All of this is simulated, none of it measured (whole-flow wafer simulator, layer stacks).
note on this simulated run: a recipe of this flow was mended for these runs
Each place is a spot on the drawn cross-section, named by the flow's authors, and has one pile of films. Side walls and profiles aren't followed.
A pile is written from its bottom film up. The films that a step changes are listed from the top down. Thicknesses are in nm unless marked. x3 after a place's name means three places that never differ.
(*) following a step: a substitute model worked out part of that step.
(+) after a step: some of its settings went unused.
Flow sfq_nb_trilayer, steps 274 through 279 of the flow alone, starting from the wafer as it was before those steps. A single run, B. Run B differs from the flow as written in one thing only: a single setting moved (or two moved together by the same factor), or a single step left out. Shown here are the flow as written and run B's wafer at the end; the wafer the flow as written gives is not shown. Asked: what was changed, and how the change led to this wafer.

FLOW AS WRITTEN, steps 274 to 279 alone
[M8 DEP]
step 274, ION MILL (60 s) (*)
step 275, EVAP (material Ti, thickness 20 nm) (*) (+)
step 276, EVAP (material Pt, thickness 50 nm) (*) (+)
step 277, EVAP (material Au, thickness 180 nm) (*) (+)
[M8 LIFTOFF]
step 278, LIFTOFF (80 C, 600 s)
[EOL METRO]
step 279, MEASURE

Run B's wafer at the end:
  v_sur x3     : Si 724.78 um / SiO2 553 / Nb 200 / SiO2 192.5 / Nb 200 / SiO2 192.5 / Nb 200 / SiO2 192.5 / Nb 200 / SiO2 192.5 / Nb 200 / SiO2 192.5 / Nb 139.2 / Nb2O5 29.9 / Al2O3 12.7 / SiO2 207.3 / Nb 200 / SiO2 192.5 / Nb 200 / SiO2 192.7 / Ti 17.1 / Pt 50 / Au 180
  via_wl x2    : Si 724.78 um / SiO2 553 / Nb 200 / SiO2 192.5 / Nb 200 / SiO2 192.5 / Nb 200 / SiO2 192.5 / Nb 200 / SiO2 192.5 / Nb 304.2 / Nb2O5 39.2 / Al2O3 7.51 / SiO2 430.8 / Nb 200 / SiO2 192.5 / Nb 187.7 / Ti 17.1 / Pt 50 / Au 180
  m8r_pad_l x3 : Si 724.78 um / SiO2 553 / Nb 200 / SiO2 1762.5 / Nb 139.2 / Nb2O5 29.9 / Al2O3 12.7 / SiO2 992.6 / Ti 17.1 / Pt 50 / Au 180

Cause: step 275, EVAP: thickness 17.1 nm was run, though the flow has thickness 20 nm.
One can read it off the wafer: v_sur x3 has Ti 17.1, and step 275 as written asks for 20 nm.

Step by step, how the change led to this:
  step 275, EVAP (material Ti, thickness 20 nm) (*) (+)
      field_l, v_sur x3, via_wl x2 and 100 more: +17.1 Ti (new film) (it would be, as written: +20 Ti (new film))
  step 278, LIFTOFF (80 C, 600 s)
      p4_fl x5, p4_w1 x9, p3_s0 x11 and 49 more: -180 Au (all of it), -50 Pt (all of it), -17.1 Ti (all of it), -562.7 KrF-resist-other-grade (all of it), -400 lift-off-underlayer (all of it) (it would be, as written: -180 Au (all of it), -50 Pt (all of it), -20 Ti (all of it), -562.7 KrF-resist-other-grade (all of it), -400 lift-off-underlayer (all of it))
      r_sur, res, r_end: -180 Au (all of it), -50 Pt (all of it), -17.1 Ti (all of it), -559.9 KrF-resist-other-grade (all of it), -399.5 lift-off-underlayer (all of it) (it would be, as written: -180 Au (all of it), -50 Pt (all of it), -20 Ti (all of it), -559.9 KrF-resist-other-grade (all of it), -399.5 lift-off-underlayer (all of it))
      (as well as at 18 more places)
